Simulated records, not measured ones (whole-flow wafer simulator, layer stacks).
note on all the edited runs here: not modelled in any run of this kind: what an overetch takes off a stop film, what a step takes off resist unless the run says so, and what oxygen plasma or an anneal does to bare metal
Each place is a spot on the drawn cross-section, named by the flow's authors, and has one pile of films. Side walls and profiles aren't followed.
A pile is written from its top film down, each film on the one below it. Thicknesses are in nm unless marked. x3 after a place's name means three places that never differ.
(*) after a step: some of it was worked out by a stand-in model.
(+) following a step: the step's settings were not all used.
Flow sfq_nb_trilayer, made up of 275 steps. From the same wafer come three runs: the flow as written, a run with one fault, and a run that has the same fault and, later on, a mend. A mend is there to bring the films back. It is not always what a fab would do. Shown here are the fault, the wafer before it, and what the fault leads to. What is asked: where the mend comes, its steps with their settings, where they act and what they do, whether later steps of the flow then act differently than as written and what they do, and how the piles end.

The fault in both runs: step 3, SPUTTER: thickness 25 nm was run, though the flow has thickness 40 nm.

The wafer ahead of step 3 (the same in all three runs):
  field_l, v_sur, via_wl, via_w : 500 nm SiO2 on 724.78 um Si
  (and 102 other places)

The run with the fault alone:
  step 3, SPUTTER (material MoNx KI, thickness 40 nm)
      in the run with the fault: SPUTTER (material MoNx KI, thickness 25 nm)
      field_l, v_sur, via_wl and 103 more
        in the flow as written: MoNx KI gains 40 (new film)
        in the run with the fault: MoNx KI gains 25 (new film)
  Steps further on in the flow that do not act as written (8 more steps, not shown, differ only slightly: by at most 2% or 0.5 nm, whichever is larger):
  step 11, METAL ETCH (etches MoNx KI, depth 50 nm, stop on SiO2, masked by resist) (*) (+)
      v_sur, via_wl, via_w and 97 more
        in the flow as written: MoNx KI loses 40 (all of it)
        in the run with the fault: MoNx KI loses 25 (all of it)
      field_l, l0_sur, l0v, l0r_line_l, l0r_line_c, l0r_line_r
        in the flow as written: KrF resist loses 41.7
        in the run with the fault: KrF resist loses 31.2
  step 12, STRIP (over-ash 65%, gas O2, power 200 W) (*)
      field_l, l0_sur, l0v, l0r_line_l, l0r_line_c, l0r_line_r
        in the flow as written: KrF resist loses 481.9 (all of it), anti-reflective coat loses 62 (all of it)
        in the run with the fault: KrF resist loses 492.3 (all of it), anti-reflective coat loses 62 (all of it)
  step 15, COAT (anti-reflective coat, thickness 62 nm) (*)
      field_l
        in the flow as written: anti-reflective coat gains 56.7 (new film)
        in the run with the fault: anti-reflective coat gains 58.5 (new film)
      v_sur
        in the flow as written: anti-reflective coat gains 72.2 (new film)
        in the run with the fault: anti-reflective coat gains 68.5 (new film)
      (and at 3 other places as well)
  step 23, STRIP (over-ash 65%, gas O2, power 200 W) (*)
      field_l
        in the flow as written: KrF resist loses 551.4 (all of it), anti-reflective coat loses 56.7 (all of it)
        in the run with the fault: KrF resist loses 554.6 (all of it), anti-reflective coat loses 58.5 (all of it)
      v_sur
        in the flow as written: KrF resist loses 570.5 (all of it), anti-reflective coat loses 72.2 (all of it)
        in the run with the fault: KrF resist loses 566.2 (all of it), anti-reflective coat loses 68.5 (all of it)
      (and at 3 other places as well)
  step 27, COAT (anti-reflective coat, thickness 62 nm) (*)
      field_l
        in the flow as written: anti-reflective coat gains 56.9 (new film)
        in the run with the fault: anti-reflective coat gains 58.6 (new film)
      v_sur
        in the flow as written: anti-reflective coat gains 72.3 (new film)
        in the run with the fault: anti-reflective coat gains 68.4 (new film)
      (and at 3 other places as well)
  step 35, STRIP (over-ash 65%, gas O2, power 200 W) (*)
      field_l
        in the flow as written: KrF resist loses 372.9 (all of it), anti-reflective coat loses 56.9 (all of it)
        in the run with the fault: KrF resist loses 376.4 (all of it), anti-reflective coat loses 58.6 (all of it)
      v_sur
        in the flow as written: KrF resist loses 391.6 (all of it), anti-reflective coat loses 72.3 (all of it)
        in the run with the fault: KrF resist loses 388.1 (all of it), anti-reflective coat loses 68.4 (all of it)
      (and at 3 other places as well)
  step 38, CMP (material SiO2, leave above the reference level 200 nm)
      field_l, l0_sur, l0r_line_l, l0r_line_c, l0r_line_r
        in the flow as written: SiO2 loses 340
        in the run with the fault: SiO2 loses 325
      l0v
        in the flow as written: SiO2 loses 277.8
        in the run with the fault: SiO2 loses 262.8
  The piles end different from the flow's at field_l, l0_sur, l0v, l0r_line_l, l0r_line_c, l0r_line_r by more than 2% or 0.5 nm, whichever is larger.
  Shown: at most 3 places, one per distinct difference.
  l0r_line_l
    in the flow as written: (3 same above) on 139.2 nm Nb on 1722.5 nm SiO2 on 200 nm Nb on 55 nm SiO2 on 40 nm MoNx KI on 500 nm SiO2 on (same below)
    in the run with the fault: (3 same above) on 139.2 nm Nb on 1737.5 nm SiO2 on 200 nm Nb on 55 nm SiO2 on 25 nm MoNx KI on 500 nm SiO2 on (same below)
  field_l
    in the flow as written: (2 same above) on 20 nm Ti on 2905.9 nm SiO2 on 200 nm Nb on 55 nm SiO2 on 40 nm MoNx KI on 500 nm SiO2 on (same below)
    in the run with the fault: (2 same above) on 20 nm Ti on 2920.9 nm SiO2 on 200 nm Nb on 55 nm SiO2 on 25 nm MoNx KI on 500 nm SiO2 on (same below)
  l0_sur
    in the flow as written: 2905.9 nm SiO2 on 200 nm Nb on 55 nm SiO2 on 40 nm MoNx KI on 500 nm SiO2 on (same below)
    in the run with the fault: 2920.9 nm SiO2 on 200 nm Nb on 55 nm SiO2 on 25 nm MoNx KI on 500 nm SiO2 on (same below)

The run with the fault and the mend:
  After step 3 comes the mend.
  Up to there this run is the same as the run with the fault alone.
  step 3a, SPUTTER (material MoNx KI, thickness 15 nm) (the flow's step 3, run once more with other settings)
      field_l, v_sur, via_wl and 103 more
        MoNx KI gains 15
  Later steps of the flow that are run all act as written at every place that is followed.
  At every place that both follow, the piles at the end match the flow's.
